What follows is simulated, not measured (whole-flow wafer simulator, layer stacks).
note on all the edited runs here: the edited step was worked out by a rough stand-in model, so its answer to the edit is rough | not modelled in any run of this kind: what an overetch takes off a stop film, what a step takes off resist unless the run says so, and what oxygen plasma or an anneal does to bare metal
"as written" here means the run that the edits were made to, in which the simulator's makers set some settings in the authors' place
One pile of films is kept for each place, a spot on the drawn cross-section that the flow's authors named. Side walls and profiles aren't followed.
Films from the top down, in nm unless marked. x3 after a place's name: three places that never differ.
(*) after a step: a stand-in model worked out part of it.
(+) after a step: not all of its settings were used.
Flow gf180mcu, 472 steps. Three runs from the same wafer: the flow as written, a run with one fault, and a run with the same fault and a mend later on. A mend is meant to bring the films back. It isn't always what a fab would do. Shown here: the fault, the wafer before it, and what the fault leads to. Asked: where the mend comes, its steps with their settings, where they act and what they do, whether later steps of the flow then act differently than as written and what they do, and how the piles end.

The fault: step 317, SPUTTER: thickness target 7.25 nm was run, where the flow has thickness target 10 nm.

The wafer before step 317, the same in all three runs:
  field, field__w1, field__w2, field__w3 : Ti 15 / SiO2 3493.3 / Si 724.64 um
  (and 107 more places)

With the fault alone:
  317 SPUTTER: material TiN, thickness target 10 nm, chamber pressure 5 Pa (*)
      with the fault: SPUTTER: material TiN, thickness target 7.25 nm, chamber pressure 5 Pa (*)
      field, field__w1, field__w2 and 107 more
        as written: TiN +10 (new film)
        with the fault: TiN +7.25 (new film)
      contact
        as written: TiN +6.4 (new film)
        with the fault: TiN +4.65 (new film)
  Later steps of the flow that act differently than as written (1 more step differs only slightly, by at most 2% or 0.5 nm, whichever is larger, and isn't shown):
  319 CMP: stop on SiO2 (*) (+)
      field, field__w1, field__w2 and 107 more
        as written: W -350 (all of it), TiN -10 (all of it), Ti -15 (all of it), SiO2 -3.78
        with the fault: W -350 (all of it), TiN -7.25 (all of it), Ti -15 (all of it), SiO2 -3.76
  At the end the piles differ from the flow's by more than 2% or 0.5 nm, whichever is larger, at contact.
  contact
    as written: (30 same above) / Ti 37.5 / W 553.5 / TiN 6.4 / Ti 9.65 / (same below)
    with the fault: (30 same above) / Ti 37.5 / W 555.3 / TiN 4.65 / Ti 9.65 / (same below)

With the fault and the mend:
  The mend comes after step 317.
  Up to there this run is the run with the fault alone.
  317a SPUTTER: material TiN, thickness target 2.75 nm, chamber pressure 5 Pa (*) (the flow's step 317 once more, with other settings)
      field, field__w1, field__w2 and 107 more
        TiN +2.75
      contact
        TiN +1.76
  No later step of the flow acts differently than as written at any place that is followed.
  At the end the piles are the same as the flow's at every place that both follow.
